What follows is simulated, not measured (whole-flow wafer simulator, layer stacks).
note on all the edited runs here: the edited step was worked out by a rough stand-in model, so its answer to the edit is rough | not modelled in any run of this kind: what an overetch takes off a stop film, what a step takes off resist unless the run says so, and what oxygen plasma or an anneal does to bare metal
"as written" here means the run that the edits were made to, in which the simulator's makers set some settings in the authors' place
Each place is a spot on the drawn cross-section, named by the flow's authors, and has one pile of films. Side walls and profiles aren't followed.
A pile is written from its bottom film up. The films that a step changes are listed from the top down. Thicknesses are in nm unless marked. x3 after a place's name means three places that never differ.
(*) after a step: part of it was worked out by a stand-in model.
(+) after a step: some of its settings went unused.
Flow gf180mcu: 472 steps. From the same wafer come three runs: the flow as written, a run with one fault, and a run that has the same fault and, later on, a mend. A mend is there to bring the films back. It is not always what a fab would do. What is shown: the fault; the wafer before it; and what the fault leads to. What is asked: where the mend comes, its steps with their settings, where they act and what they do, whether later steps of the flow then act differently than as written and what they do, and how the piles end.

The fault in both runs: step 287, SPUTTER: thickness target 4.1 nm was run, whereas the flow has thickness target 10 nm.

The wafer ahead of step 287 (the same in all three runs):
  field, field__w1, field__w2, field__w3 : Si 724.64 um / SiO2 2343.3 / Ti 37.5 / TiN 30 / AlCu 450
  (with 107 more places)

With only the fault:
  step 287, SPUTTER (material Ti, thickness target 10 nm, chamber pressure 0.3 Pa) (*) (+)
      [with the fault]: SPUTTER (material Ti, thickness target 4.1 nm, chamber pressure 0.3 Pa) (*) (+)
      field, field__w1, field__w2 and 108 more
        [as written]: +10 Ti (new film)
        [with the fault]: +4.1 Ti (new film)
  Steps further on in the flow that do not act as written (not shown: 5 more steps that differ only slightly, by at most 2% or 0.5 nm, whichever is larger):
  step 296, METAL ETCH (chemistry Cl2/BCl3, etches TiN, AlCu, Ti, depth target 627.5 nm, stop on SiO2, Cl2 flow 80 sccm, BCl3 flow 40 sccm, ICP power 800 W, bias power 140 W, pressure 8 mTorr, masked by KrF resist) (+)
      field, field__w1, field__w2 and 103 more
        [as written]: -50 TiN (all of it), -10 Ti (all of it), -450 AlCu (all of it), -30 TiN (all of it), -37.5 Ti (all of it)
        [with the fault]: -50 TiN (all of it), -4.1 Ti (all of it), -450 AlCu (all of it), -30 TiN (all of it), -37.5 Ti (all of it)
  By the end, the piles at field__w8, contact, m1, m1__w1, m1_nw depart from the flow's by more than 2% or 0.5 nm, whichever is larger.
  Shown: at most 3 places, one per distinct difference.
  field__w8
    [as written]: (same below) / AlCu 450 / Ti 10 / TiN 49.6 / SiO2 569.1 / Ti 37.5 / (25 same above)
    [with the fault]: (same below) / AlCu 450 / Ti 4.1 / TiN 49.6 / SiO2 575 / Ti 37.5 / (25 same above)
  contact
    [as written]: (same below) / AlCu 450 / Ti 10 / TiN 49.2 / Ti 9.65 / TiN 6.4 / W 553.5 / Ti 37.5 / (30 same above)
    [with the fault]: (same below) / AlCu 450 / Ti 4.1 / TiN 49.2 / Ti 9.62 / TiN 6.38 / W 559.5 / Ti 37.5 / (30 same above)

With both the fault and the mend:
  After step 287 comes the mend.
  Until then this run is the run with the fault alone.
  step 287a, SPUTTER (material Ti, thickness target 5.9 nm, chamber pressure 0.3 Pa) (*) (+) (the flow's step 287, run once more with other settings)
      field, field__w1, field__w2 and 108 more
        +5.9 Ti
  Later steps of the flow that are run all act as written at every place that is followed.
  The piles end the same as the flow's at every place that both follow.
